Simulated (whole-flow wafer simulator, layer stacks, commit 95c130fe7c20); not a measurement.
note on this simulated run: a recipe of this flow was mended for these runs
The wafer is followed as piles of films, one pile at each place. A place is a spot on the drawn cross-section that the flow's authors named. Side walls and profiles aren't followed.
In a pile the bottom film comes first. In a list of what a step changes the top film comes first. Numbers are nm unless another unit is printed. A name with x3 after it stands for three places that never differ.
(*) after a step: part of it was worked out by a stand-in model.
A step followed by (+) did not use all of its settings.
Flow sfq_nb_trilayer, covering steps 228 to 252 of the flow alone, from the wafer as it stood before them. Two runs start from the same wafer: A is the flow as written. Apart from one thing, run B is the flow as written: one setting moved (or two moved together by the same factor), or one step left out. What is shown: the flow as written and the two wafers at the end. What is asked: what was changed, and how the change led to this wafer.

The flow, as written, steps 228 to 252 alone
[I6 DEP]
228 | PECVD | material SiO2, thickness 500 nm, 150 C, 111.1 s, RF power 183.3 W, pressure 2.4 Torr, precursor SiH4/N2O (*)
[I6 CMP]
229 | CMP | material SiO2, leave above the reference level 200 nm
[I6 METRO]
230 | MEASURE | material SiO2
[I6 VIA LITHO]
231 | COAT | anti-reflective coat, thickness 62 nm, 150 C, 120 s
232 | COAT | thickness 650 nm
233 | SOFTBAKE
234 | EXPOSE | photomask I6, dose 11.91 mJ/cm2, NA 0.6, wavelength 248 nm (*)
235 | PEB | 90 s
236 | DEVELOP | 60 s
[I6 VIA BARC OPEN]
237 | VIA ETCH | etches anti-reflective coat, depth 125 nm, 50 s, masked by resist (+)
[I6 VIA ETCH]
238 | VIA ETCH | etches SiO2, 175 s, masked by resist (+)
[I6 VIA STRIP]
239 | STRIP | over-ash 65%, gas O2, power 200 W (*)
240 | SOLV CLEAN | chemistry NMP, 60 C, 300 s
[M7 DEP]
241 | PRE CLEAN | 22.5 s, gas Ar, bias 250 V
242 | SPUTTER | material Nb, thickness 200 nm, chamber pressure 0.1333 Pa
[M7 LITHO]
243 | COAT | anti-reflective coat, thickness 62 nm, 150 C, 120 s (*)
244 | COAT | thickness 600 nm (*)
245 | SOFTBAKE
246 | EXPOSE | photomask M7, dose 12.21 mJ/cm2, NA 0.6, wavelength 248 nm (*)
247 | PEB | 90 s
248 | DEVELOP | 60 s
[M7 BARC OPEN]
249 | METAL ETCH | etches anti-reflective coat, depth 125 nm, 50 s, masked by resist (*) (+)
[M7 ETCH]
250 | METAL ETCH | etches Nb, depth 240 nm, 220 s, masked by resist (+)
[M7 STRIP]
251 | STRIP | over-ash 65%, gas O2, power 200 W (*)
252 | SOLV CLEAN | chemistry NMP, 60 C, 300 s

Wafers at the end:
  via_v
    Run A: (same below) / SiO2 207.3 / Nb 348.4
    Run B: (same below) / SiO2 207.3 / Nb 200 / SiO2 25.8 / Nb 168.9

The reason: step 238, VIA ETCH: 112 s was run, though the flow has 175 s.

How this came from the change, step by step:
  238 | VIA ETCH | etches SiO2, 175 s, masked by resist (+)
      via_v: A SiO2 loses 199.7 (all of it), Nb loses 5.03 | B SiO2 loses 166.4
      field_l, v_sur, via_wl and 102 more: A KrF-resist-other-grade loses 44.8 | B KrF-resist-other-grade loses 28.7
  239 | STRIP | over-ash 65%, gas O2, power 200 W (*)
      field_l, v_sur, via_wl and 102 more: A KrF-resist-other-grade loses 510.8 (all of it), anti-reflective coat loses 62 (all of it) | B KrF-resist-other-grade loses 527 (all of it), anti-reflective coat loses 62 (all of it)
  241 | PRE CLEAN | 22.5 s, gas Ar, bias 250 V
      via_v: A Nb loses 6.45 | B SiO2 loses 7.5
  242 | SPUTTER | material Nb, thickness 200 nm, chamber pressure 0.1333 Pa
      via_v: A Nb gains 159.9 | B Nb gains 168.9 (new film)
  243 | COAT | anti-reflective coat, thickness 62 nm, 150 C, 120 s (*)
      via_v: A anti-reflective coat gains 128 (new film) | B anti-reflective coat gains 117.9 (new film)
      wire: A anti-reflective coat gains 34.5 (new film) | B anti-reflective coat gains 33.8 (new film)
  244 | COAT | thickness 600 nm (*)
      via_v: A KrF-resist-other-grade gains 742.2 (new film) | B KrF-resist-other-grade gains 711.7 (new film)
  251 | STRIP | over-ash 65%, gas O2, power 200 W (*)
      via_v: A KrF-resist-other-grade loses 506.5 (all of it), anti-reflective coat loses 128 (all of it) | B KrF-resist-other-grade loses 476 (all of it), anti-reflective coat loses 117.9 (all of it)
      wire: A KrF-resist-other-grade loses 368.8 (all of it), anti-reflective coat loses 34.5 (all of it) | B KrF-resist-other-grade loses 372.7 (all of it), anti-reflective coat loses 33.8 (all of it)
If metal films that touch count as one body, via_v has 6 bodies (between them, from the top down: SiO2 25.8; SiO2 207.3 / Al2O3 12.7 / Nb2O5 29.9; SiO2 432; SiO2 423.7; SiO2 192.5); the flow as written gives 5 bodies (between them, from the top down: SiO2 207.3 / Al2O3 12.7 / Nb2O5 29.9; SiO2 432; SiO2 423.7; SiO2 192.5).
